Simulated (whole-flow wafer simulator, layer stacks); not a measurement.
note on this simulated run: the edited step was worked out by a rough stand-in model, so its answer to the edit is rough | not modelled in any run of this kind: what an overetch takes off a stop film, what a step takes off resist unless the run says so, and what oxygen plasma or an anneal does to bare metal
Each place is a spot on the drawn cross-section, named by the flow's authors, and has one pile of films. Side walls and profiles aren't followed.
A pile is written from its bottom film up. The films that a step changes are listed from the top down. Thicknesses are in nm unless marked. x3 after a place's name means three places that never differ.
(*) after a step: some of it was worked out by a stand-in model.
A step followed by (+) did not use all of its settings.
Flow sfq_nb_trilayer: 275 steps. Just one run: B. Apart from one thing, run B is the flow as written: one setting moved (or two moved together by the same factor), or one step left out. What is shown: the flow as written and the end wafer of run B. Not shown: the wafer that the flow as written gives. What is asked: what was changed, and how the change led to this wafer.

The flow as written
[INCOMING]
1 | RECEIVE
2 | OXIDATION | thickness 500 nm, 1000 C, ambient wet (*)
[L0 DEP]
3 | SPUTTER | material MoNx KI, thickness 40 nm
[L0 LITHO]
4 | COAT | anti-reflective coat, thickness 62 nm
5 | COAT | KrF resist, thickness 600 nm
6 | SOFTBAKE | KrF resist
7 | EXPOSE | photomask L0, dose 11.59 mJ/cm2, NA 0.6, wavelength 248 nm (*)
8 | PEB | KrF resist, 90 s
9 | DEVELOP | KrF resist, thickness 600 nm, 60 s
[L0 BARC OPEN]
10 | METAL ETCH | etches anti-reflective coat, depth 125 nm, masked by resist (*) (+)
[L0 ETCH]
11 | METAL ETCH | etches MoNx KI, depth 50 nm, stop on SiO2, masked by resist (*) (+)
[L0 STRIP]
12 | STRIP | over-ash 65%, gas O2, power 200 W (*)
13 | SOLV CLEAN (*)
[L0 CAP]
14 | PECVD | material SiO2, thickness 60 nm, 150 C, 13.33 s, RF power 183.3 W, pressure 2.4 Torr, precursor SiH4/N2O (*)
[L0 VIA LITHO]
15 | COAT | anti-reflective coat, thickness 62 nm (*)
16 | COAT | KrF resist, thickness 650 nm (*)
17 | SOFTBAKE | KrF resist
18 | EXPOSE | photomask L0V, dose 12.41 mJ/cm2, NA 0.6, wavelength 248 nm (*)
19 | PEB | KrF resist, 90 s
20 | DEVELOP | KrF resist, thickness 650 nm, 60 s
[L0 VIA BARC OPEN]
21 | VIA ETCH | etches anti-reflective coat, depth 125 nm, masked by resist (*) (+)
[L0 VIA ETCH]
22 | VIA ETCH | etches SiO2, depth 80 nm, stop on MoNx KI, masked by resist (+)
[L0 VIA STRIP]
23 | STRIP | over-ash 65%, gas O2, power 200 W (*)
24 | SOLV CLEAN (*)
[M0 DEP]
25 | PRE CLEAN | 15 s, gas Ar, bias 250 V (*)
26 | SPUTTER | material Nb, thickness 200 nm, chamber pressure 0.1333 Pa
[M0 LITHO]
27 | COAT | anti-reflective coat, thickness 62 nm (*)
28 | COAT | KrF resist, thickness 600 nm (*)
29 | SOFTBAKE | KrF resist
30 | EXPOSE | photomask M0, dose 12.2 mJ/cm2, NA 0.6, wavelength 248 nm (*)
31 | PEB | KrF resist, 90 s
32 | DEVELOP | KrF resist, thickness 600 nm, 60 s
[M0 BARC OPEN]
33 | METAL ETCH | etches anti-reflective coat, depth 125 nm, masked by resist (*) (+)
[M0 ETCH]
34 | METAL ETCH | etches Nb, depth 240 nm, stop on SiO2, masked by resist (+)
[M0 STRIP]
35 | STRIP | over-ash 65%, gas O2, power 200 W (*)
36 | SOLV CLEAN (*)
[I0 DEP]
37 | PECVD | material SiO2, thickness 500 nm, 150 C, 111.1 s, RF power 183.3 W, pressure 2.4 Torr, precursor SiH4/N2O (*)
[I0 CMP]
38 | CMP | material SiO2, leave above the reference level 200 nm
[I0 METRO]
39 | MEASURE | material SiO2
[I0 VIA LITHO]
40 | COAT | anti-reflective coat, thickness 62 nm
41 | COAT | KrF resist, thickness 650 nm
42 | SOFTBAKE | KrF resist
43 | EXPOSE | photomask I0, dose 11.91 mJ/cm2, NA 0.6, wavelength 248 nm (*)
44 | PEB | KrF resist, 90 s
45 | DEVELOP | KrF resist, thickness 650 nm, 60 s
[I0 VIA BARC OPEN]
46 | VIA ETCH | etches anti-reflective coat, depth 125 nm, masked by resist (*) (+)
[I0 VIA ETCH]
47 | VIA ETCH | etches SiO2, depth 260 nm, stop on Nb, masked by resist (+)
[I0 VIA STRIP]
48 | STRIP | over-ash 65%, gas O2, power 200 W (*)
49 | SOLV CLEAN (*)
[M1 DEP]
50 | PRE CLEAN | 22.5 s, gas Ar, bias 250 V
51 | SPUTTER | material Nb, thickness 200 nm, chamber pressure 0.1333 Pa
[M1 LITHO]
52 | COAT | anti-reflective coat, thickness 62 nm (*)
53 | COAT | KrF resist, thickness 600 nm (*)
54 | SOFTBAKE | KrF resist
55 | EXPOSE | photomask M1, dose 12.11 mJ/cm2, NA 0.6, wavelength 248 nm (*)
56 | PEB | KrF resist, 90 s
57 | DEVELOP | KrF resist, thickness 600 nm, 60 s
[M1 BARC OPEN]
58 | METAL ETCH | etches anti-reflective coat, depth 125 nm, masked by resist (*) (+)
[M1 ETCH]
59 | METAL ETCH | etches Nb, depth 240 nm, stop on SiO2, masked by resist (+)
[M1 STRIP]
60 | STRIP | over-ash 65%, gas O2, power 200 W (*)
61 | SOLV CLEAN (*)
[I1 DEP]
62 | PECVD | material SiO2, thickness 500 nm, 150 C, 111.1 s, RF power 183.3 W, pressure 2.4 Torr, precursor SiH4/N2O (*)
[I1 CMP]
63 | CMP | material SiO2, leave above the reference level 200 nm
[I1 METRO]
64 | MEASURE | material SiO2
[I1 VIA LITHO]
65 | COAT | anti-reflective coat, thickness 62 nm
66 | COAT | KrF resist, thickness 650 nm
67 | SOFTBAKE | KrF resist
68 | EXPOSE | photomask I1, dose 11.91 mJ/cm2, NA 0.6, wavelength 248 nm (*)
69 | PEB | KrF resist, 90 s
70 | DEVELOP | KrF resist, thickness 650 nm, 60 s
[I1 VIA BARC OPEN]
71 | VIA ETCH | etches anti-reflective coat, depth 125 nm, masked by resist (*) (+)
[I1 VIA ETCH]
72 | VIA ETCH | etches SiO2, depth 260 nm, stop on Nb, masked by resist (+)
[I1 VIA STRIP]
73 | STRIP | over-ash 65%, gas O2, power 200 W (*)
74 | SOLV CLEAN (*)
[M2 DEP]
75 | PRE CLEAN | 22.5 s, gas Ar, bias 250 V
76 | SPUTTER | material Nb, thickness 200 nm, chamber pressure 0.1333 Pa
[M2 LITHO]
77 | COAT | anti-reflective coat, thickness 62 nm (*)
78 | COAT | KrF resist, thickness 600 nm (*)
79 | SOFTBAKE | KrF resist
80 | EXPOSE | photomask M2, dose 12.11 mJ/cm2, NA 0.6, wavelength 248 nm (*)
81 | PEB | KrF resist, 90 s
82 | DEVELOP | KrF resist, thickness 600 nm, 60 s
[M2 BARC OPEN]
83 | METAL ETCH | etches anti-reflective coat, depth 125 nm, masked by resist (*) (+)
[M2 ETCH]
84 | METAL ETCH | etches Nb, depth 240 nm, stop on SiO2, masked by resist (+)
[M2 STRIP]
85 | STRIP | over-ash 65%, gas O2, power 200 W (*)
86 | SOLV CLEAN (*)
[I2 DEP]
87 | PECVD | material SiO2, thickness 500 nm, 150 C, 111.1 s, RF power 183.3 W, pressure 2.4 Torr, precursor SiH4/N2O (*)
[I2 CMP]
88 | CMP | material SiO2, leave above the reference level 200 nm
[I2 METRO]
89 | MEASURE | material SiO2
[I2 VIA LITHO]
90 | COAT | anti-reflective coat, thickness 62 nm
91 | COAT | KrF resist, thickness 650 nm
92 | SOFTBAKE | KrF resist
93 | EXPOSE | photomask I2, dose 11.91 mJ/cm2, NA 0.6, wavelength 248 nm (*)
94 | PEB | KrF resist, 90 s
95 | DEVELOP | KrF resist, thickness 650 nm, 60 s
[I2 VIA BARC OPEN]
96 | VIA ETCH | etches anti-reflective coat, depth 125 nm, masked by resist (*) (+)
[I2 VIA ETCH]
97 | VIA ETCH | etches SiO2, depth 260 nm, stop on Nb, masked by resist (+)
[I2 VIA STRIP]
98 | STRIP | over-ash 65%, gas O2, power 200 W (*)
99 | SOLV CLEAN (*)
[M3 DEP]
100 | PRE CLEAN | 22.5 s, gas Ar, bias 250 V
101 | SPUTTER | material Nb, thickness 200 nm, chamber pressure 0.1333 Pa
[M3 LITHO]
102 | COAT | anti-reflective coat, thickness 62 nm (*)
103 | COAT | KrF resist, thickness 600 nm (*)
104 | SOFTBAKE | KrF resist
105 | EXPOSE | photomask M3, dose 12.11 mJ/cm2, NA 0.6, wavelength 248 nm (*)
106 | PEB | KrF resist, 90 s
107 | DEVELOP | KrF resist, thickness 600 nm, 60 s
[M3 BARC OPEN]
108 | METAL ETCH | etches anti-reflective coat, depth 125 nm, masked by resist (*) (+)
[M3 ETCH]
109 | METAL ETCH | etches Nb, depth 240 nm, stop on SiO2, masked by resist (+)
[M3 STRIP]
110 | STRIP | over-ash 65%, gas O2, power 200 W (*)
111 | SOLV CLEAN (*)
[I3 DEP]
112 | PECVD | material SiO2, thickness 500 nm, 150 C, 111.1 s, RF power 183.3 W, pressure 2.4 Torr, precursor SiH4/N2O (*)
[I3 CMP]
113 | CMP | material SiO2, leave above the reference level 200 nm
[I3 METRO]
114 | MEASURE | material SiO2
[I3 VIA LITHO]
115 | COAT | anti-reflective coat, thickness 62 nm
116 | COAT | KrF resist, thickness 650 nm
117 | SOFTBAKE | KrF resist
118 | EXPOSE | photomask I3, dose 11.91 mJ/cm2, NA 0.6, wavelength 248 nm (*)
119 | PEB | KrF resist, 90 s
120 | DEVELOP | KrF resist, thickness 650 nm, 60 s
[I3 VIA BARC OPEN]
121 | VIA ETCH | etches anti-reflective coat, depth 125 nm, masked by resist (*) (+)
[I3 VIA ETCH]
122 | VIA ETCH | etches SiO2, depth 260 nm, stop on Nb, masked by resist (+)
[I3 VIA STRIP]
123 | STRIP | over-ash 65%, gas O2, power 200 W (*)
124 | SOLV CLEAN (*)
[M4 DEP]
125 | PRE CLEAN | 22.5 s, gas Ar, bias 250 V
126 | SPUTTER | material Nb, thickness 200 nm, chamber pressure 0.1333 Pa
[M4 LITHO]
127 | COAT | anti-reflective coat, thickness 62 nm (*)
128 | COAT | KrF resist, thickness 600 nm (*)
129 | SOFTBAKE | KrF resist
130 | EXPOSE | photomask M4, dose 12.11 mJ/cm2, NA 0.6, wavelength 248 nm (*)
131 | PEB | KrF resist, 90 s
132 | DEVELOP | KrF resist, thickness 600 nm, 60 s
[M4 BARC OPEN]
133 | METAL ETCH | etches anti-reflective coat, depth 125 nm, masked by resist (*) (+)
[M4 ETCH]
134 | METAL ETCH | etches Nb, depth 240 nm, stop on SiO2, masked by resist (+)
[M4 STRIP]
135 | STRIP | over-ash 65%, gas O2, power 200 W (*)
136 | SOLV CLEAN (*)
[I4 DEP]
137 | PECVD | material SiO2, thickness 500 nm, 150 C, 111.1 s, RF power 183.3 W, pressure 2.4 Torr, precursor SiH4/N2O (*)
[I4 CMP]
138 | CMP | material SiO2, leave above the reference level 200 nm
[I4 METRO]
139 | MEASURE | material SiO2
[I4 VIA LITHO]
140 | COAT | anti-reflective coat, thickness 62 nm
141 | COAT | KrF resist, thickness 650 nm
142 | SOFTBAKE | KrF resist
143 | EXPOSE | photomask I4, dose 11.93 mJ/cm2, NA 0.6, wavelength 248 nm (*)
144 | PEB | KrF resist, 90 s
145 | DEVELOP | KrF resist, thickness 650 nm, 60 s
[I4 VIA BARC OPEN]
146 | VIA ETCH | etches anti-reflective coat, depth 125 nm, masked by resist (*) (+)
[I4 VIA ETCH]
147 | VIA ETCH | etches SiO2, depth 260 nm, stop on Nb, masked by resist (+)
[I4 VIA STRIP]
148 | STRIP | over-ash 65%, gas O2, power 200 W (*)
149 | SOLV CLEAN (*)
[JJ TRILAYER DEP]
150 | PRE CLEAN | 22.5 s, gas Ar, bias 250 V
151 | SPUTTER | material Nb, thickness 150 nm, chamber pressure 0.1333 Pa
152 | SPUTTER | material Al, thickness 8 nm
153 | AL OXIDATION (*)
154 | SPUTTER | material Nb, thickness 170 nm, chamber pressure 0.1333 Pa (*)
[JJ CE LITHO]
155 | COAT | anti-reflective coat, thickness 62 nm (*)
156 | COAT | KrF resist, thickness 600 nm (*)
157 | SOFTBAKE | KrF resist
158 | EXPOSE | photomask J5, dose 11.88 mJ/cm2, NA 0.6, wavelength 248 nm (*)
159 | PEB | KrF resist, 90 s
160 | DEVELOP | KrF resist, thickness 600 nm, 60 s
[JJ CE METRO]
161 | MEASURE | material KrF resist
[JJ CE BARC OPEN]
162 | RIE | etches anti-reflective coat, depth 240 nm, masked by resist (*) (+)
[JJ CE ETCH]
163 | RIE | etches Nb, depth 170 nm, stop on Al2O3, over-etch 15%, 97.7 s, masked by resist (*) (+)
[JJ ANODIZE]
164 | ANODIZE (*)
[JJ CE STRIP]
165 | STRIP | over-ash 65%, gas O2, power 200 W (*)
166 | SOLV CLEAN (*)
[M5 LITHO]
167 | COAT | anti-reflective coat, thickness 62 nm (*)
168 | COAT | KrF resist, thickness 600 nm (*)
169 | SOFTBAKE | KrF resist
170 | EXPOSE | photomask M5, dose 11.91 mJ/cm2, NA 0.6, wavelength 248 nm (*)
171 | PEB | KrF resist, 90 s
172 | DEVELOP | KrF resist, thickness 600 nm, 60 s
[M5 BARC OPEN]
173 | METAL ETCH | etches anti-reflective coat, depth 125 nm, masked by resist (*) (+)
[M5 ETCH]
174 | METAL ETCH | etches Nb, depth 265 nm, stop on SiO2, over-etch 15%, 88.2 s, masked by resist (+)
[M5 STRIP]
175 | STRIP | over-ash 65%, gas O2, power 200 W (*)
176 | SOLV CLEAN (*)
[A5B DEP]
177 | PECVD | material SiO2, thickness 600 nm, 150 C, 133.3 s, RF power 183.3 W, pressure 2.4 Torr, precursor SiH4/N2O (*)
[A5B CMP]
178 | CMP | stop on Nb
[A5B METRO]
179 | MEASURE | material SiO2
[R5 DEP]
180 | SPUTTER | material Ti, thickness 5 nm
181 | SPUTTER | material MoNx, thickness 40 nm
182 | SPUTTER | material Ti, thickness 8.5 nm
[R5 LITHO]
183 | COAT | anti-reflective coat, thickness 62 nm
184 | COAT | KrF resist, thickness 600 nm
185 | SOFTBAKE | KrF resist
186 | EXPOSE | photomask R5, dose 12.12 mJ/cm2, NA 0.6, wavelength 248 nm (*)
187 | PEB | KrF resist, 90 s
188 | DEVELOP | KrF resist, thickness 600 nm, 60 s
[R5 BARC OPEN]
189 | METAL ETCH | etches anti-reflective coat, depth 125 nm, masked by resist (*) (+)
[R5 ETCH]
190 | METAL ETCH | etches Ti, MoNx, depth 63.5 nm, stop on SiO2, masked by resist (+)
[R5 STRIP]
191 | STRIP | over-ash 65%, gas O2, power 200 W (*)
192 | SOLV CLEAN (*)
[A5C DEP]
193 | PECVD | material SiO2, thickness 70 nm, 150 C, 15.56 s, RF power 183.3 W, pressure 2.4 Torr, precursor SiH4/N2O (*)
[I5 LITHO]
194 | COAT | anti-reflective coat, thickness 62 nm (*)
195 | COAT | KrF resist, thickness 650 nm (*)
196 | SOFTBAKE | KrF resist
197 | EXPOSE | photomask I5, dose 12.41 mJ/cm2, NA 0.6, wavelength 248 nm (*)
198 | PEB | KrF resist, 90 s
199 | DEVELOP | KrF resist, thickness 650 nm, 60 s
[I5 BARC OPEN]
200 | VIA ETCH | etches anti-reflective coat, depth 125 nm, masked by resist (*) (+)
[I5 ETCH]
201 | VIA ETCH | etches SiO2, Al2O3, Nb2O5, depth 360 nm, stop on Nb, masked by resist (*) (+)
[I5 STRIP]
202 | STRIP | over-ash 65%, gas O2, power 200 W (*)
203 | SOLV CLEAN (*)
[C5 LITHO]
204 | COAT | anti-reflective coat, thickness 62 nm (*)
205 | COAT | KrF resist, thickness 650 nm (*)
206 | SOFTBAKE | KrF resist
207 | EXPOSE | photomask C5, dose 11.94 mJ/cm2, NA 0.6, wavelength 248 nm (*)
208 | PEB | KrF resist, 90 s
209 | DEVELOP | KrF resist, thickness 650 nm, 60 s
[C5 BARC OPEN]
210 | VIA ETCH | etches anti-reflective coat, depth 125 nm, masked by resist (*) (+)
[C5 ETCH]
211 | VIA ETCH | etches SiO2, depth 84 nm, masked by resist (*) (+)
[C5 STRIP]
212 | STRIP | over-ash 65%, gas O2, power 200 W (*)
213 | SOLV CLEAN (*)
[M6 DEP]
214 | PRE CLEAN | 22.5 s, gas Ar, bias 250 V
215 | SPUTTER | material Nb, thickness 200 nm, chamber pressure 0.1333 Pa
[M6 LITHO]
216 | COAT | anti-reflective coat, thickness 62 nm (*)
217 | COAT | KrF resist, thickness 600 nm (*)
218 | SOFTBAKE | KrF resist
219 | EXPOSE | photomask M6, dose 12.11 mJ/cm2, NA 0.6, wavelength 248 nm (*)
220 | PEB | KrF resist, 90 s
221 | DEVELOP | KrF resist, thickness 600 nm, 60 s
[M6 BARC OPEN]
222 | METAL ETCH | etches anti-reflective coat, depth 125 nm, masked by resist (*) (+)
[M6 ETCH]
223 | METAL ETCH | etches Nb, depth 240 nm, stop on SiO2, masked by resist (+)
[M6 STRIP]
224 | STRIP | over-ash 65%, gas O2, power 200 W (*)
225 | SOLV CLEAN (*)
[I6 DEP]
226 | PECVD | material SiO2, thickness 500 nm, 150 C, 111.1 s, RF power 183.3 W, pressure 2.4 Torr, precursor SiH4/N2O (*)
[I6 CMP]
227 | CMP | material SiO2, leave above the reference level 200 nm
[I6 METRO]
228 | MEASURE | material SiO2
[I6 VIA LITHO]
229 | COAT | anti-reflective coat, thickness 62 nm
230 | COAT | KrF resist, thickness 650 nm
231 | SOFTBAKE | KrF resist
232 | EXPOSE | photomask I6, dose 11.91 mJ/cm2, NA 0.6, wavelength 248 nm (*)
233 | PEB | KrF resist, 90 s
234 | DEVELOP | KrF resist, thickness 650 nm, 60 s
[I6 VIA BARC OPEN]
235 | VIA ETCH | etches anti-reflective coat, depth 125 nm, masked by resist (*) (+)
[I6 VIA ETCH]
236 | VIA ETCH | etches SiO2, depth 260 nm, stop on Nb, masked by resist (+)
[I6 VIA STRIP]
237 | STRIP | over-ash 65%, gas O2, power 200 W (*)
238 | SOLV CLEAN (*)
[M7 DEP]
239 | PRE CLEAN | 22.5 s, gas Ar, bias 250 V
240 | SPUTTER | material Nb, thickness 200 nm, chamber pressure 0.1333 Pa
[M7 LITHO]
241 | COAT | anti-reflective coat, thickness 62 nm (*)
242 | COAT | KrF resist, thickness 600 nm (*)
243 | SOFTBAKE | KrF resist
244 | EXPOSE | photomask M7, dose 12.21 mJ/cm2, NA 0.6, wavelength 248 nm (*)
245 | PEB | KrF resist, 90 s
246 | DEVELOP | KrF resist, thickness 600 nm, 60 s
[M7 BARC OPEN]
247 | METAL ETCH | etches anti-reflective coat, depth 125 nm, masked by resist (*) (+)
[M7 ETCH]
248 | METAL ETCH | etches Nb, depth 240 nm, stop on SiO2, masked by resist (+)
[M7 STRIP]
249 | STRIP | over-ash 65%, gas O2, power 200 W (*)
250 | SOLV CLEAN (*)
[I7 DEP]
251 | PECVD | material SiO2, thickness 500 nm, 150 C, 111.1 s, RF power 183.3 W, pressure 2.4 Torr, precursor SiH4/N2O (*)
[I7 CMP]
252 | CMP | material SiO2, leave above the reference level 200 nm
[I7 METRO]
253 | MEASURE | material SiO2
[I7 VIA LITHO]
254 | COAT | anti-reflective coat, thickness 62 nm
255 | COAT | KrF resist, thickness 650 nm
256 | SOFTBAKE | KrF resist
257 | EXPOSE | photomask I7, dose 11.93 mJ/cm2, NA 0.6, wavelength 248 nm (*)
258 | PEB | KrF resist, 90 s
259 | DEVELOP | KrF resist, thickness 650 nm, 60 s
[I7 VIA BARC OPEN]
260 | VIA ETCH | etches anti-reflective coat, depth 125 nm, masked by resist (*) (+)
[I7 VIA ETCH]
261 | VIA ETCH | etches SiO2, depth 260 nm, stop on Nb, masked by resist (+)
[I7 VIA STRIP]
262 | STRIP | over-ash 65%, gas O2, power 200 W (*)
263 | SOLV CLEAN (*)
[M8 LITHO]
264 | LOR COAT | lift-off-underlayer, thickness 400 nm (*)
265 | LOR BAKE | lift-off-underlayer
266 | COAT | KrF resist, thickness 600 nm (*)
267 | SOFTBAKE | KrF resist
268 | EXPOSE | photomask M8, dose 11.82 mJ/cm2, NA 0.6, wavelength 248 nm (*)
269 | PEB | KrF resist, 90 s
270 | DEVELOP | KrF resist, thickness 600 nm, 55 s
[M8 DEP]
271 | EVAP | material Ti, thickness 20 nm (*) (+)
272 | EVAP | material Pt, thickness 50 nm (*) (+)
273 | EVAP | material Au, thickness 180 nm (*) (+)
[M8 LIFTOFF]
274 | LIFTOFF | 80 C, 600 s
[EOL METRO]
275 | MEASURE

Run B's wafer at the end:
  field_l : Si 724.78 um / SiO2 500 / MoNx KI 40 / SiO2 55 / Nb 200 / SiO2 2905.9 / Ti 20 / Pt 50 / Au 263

The reason: step 273, EVAP: thickness 263 nm was run, though the flow has thickness 180 nm.
The wafer lets one read it off: field_l has Au 263, and step 273 as written asks for 180 nm.

Step by step, how the change led to this:
  273 | EVAP | material Au, thickness 180 nm (*) (+)
      field_l, v_sur, via_wl and 103 more: +263 Au (new film) (in the flow as written it would be: +180 Au (new film))
  274 | LIFTOFF | 80 C, 600 s
      p4_fl, p4_fm, p4_w1 and 71 more: -263 Au (all of it), -50 Pt (all of it), -20 Ti (all of it), -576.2 KrF resist (all of it), -400 lift-off-underlayer (all of it) (in the flow as written it would be: -180 Au (all of it), -50 Pt (all of it), -20 Ti (all of it), -576.2 KrF resist (all of it), -400 lift-off-underlayer (all of it))
      c5j, ce_r: -263 Au (all of it), -50 Pt (all of it), -20 Ti (all of it), -573.3 KrF resist (all of it), -399.3 lift-off-underlayer (all of it) (in the flow as written it would be: -180 Au (all of it), -50 Pt (all of it), -20 Ti (all of it), -573.3 KrF resist (all of it), -399.3 lift-off-underlayer (all of it))
      (and at 19 other places as well)
